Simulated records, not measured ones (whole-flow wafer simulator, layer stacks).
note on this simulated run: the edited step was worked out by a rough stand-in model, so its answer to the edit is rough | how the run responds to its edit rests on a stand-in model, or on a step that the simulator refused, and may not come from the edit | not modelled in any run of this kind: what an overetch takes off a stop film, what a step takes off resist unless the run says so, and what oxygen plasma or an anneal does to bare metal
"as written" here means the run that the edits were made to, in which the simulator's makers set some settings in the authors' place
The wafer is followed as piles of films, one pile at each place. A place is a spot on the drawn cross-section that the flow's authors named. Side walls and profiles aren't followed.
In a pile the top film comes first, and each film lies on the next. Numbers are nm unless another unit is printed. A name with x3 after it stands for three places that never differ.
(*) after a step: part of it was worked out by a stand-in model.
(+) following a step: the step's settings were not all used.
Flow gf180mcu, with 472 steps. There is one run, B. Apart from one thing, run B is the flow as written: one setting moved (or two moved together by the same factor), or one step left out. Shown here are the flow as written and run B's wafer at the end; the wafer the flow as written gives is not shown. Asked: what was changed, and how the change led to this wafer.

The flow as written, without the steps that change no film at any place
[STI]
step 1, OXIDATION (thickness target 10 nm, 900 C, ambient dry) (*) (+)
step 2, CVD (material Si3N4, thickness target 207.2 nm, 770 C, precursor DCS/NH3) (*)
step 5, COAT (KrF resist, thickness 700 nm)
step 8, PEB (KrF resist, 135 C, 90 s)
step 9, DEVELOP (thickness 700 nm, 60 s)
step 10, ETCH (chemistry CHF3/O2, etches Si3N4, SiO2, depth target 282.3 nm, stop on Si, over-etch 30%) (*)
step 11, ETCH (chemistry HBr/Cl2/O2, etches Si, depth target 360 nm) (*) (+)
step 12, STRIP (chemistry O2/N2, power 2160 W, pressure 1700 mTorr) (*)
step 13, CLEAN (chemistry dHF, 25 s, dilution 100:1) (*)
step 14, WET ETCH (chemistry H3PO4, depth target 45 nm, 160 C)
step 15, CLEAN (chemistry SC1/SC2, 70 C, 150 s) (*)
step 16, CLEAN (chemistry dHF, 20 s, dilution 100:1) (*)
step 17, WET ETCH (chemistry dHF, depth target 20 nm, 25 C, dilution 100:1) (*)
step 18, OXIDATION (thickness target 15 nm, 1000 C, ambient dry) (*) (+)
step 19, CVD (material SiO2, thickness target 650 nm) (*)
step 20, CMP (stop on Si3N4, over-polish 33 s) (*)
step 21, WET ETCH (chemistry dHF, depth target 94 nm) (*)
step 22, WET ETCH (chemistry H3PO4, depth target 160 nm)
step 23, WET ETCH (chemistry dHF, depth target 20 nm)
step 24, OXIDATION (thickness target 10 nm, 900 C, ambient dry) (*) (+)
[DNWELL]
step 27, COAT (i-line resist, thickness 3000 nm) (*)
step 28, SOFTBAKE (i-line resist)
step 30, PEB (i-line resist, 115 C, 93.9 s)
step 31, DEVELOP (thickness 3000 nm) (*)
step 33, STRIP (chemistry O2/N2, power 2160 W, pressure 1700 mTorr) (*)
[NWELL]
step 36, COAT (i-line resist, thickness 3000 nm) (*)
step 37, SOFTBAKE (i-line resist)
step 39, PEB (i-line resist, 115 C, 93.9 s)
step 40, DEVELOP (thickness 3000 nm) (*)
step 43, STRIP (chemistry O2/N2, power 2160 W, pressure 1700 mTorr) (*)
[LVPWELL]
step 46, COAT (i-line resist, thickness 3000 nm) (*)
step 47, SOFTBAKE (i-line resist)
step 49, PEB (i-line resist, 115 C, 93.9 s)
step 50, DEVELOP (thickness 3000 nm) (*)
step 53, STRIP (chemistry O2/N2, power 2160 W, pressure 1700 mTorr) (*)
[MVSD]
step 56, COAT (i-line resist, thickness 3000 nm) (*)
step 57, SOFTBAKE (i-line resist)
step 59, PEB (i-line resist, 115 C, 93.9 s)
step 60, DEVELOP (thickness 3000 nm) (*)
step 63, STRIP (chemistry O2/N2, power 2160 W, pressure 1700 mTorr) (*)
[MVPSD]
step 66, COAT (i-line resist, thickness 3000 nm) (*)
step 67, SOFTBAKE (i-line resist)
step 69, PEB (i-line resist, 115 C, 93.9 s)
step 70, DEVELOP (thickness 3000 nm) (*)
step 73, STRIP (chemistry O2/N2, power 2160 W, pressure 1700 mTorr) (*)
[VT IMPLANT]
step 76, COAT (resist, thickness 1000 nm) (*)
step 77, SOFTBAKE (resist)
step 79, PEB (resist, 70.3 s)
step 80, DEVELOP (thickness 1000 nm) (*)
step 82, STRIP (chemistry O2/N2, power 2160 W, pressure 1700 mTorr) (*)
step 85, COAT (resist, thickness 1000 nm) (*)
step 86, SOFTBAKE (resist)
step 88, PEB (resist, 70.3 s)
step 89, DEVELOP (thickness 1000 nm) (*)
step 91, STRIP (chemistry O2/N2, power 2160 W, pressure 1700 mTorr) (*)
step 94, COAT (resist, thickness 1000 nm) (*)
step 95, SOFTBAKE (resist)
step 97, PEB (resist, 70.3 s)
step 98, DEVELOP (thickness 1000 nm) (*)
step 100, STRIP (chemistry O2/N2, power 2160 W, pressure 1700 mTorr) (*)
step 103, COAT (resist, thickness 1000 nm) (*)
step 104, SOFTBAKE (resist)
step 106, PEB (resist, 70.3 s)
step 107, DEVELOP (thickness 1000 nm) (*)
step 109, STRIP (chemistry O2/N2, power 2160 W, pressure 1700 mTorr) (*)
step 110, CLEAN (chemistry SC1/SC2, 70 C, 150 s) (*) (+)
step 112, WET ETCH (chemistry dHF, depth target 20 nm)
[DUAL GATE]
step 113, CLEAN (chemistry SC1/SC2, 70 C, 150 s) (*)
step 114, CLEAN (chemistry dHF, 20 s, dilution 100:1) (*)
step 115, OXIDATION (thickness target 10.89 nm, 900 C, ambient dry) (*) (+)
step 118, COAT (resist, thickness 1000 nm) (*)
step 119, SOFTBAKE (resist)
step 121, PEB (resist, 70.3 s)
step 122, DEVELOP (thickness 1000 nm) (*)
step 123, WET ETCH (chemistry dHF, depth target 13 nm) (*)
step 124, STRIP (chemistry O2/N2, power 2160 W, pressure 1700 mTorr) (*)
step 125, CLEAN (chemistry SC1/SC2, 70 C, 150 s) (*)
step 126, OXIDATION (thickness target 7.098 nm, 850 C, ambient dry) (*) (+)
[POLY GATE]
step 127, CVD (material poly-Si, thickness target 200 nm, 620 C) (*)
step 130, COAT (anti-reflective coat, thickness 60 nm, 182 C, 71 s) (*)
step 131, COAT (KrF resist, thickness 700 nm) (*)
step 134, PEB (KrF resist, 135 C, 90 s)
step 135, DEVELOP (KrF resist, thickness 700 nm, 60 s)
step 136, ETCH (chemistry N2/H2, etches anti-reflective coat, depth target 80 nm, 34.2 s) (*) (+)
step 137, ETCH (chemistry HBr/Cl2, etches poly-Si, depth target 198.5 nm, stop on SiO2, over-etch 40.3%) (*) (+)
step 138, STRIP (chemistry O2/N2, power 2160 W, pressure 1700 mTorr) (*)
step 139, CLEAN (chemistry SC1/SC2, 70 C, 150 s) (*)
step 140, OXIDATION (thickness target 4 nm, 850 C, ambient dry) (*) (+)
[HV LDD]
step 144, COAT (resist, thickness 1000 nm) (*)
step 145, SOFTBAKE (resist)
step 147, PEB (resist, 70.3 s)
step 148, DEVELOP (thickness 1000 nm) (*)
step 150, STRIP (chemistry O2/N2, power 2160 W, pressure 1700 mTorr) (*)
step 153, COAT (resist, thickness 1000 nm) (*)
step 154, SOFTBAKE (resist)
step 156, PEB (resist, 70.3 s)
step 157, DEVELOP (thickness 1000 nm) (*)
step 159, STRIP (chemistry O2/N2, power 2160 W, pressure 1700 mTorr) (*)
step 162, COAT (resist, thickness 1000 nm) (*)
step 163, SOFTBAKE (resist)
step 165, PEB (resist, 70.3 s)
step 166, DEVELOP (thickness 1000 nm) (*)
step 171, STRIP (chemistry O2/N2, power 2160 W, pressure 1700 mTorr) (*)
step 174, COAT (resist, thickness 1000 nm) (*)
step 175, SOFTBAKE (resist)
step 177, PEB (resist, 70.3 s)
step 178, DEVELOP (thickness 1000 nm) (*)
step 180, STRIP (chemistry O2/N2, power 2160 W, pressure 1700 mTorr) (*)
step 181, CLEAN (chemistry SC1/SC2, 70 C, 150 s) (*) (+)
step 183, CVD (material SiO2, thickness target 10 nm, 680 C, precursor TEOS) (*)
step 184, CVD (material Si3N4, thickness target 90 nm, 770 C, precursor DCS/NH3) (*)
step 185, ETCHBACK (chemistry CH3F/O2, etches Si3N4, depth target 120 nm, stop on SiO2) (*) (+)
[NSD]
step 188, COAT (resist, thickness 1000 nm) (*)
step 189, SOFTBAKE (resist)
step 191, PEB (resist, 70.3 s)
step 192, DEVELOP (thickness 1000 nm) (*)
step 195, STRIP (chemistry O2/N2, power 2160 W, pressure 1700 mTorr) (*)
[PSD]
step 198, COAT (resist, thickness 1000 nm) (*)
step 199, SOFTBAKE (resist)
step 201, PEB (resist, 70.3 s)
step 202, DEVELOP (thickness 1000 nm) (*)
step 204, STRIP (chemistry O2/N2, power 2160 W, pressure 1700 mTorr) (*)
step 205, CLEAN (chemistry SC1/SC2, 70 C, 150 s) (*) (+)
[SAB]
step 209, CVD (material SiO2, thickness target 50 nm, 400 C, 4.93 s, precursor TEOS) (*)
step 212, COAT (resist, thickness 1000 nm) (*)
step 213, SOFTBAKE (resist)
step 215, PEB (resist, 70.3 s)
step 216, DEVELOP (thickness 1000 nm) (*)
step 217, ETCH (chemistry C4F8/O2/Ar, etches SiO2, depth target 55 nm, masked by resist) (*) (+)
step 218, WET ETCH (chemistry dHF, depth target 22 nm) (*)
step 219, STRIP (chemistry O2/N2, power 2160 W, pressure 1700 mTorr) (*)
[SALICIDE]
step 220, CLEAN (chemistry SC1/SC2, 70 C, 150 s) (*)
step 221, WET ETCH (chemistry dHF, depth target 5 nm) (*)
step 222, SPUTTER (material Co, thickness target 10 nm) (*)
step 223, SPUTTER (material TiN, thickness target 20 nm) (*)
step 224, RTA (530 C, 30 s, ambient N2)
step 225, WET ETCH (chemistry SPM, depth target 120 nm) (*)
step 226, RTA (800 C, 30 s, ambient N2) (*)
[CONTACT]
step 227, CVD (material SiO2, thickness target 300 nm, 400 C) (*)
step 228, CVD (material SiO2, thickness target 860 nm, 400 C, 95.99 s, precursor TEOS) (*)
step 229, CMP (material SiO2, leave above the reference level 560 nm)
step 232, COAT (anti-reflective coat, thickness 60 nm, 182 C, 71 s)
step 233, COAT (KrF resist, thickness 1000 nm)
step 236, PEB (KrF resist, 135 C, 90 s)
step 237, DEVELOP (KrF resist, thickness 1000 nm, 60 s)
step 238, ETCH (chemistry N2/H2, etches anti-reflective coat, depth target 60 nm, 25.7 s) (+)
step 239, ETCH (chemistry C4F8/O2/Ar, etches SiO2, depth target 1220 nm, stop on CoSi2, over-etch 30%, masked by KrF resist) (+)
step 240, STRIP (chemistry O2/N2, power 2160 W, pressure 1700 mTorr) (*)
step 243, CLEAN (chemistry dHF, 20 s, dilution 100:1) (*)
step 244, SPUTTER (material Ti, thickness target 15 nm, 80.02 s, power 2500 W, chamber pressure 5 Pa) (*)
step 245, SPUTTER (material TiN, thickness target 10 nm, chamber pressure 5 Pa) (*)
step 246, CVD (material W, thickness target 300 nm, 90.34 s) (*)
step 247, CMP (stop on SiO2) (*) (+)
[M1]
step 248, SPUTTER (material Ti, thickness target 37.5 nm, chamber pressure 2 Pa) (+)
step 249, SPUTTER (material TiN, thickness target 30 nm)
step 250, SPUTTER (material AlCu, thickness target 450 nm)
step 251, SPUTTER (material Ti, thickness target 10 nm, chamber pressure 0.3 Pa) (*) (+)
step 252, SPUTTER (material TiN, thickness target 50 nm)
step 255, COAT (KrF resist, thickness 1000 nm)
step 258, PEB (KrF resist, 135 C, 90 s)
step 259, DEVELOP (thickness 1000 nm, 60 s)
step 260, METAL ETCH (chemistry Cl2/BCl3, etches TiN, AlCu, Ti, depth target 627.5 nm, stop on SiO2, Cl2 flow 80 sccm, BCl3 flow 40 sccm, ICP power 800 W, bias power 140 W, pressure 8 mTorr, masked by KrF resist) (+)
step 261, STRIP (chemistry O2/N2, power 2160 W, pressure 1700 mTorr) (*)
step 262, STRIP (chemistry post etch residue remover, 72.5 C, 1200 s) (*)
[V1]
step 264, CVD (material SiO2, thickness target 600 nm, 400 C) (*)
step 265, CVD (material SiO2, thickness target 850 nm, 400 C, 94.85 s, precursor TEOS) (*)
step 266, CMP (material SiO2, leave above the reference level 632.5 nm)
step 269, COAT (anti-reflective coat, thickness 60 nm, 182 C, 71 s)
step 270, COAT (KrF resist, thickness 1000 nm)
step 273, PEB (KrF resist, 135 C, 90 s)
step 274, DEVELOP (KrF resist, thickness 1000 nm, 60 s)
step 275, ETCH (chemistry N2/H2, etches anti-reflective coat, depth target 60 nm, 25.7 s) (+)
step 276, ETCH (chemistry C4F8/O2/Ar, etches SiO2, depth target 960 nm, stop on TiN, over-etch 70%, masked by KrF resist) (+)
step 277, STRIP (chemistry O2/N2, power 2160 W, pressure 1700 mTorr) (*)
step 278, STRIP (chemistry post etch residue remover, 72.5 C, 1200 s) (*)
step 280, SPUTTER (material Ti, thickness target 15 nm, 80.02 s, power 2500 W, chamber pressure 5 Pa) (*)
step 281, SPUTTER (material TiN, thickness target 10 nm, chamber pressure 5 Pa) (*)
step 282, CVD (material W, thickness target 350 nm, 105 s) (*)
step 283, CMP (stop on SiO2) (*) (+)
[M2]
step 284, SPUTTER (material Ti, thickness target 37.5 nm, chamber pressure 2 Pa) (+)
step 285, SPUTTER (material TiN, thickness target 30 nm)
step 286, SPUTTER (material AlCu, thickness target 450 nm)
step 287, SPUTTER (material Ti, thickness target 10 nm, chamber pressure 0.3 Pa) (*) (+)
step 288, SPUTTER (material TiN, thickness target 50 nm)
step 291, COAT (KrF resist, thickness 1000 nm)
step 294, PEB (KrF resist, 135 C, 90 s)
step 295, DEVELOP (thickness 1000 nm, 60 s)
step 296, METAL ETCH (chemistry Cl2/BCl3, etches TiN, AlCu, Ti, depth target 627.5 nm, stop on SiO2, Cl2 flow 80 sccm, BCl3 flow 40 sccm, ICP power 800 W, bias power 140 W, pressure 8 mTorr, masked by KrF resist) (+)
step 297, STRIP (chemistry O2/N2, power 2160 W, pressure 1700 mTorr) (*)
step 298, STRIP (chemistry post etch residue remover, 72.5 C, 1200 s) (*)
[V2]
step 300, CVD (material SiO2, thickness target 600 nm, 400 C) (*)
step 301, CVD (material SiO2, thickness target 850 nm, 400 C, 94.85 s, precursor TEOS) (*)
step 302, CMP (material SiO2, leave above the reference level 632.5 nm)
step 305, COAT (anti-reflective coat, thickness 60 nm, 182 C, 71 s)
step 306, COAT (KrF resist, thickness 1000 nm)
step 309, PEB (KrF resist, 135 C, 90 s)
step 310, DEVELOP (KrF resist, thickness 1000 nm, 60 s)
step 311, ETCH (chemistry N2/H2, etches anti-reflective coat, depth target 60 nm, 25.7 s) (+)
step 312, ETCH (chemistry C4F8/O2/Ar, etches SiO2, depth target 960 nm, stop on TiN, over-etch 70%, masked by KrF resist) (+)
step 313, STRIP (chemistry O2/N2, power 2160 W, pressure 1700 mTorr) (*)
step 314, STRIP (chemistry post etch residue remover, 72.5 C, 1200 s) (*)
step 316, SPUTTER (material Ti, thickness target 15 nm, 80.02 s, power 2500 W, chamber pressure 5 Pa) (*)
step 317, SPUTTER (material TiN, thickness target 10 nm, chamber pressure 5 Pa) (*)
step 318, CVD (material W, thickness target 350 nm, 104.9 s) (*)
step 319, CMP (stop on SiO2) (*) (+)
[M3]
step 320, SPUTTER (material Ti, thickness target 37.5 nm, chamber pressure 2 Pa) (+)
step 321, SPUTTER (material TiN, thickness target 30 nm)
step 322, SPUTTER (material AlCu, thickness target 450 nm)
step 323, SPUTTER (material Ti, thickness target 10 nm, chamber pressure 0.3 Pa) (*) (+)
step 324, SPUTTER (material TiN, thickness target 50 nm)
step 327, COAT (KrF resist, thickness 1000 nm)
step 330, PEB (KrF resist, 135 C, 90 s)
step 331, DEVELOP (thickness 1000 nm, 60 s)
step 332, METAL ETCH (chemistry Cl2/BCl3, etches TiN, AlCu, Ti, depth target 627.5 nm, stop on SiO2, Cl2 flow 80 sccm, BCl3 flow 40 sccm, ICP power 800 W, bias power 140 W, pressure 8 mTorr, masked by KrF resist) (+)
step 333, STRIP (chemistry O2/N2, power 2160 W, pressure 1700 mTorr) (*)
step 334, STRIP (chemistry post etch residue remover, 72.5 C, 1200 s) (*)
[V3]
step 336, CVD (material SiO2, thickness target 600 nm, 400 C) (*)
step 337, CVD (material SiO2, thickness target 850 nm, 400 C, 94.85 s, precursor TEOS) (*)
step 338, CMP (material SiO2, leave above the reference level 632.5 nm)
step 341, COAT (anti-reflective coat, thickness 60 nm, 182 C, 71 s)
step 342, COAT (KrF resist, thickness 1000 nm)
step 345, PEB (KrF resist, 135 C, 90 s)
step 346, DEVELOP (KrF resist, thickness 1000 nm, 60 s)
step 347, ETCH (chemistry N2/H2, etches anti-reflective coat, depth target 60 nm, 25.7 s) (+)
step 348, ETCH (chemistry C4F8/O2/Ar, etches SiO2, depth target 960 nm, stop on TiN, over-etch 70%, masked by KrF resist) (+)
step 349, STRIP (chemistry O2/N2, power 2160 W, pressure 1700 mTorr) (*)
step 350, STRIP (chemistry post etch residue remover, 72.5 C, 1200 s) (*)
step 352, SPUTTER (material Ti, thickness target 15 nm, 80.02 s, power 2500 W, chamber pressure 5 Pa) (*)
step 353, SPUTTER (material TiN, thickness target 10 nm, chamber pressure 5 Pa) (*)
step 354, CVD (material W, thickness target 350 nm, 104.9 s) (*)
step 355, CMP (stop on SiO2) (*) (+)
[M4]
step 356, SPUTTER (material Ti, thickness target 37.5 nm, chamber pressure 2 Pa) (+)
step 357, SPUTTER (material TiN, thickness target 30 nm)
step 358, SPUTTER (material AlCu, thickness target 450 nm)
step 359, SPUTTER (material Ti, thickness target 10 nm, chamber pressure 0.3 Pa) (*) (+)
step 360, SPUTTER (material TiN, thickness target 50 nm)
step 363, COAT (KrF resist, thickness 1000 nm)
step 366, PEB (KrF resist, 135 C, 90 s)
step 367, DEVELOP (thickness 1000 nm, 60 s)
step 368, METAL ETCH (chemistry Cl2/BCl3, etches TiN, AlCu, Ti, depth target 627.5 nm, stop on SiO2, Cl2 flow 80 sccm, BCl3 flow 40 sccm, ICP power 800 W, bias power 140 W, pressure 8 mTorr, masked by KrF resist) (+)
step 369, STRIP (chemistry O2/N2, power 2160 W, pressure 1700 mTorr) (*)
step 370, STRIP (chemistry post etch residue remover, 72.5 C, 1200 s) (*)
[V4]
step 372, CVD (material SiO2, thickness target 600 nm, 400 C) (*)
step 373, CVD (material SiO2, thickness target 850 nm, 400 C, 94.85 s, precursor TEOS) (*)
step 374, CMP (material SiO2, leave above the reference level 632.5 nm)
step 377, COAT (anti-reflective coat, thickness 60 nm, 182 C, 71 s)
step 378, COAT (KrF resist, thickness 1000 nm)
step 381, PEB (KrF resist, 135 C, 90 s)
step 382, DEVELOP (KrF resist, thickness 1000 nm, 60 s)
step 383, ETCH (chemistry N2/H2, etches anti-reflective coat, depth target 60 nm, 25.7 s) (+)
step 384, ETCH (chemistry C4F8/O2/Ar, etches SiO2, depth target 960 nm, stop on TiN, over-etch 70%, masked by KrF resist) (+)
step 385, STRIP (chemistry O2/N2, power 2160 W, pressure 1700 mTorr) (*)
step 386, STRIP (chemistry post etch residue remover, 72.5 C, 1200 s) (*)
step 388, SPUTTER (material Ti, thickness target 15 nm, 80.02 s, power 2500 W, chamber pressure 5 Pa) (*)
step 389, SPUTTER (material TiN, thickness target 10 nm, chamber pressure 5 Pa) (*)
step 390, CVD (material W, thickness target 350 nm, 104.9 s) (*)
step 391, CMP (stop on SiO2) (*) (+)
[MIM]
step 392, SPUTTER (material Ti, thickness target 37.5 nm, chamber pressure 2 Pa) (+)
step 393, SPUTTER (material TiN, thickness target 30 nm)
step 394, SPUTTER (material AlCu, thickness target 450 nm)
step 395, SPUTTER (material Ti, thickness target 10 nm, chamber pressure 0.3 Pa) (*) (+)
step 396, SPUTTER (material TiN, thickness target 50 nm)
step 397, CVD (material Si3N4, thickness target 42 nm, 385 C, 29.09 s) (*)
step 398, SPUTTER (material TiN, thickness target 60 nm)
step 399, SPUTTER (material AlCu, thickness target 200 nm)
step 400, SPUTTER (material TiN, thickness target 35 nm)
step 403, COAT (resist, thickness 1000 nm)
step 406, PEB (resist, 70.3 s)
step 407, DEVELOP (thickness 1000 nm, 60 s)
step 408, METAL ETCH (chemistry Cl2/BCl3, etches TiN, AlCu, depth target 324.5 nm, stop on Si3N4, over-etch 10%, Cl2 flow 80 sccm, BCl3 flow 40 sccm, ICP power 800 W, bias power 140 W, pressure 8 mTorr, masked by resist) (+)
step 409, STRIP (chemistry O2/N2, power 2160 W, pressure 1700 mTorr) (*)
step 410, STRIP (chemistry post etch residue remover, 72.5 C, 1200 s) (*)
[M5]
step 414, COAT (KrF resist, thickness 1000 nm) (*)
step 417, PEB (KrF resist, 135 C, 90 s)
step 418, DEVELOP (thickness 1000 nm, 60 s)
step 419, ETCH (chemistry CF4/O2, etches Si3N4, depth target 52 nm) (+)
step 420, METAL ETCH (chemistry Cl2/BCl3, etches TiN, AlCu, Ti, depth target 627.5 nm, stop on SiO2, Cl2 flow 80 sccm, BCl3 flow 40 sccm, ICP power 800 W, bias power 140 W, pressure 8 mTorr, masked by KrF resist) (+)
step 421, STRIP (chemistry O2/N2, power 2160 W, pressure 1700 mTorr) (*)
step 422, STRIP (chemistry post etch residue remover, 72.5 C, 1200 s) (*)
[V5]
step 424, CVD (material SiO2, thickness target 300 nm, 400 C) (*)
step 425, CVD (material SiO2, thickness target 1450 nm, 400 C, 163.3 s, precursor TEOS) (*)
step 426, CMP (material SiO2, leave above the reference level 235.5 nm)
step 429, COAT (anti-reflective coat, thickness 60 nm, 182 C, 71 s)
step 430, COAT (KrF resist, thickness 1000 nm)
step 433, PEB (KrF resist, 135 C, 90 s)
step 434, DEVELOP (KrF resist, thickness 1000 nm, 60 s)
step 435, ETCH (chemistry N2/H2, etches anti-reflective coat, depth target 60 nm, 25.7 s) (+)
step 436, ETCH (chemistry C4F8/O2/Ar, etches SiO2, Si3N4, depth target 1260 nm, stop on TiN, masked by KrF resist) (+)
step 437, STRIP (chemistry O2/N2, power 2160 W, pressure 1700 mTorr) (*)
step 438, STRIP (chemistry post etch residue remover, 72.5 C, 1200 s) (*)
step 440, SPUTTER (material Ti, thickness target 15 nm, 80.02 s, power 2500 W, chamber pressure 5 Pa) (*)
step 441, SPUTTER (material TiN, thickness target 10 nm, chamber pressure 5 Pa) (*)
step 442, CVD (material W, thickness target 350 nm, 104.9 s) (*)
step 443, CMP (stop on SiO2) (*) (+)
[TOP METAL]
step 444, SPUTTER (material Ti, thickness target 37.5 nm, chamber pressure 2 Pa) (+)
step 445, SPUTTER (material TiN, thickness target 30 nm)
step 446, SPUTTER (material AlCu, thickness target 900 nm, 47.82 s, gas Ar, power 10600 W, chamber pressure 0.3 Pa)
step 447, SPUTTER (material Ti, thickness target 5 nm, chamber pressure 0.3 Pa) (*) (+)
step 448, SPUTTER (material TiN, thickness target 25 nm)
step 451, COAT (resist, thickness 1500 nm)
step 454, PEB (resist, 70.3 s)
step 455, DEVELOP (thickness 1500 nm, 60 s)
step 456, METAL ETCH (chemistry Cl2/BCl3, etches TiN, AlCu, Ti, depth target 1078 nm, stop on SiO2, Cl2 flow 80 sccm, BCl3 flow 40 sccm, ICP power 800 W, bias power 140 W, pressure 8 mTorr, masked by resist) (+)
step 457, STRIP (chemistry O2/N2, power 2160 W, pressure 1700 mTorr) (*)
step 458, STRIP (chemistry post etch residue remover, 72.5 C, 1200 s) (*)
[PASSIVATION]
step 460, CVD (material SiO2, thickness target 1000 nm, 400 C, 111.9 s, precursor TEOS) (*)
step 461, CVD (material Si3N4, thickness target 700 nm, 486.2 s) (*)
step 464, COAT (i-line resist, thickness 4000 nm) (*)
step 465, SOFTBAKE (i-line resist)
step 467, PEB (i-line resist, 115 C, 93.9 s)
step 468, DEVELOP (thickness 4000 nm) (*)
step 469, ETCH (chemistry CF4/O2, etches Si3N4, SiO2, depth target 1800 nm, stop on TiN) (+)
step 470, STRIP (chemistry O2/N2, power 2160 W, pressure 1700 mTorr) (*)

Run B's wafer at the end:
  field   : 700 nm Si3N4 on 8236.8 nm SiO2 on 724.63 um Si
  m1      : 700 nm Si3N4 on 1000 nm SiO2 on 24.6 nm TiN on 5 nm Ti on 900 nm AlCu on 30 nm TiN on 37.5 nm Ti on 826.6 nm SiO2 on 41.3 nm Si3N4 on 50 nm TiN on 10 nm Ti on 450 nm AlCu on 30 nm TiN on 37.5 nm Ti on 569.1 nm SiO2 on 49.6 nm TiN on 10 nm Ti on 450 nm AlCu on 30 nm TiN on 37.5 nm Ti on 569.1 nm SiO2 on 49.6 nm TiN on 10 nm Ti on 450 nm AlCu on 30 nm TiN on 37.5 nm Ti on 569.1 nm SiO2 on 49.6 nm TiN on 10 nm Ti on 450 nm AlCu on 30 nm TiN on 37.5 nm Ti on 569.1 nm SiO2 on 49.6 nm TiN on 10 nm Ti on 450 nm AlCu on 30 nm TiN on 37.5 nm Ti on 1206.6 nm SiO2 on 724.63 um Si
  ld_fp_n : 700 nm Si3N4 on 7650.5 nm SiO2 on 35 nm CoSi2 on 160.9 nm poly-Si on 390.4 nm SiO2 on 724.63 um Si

What caused this: step 18, OXIDATION: 1125 C was run, though the flow has 1000 C.

The path from the change to this, step by step:
  step 18, OXIDATION (thickness target 15 nm, 1000 C, ambient dry) (*) (+)
      field, field_sub, sti and 34 more: SiO2 gains 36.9 (new film), Si loses 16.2 (in the flow as written it would be: SiO2 gains 15 (new film), Si loses 6.6)
  step 20, CMP (stop on Si3N4, over-polish 33 s) (*)
      sti, mim_1p0, pad and 11 more: SiO2 loses 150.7 (in the flow as written it would be: SiO2 loses 138.5)
      nw_enc_fld, nw_enc_fld_lv: SiO2 loses 154.8 (in the flow as written it would be: SiO2 loses 142.5)
      (also at 10 further places)
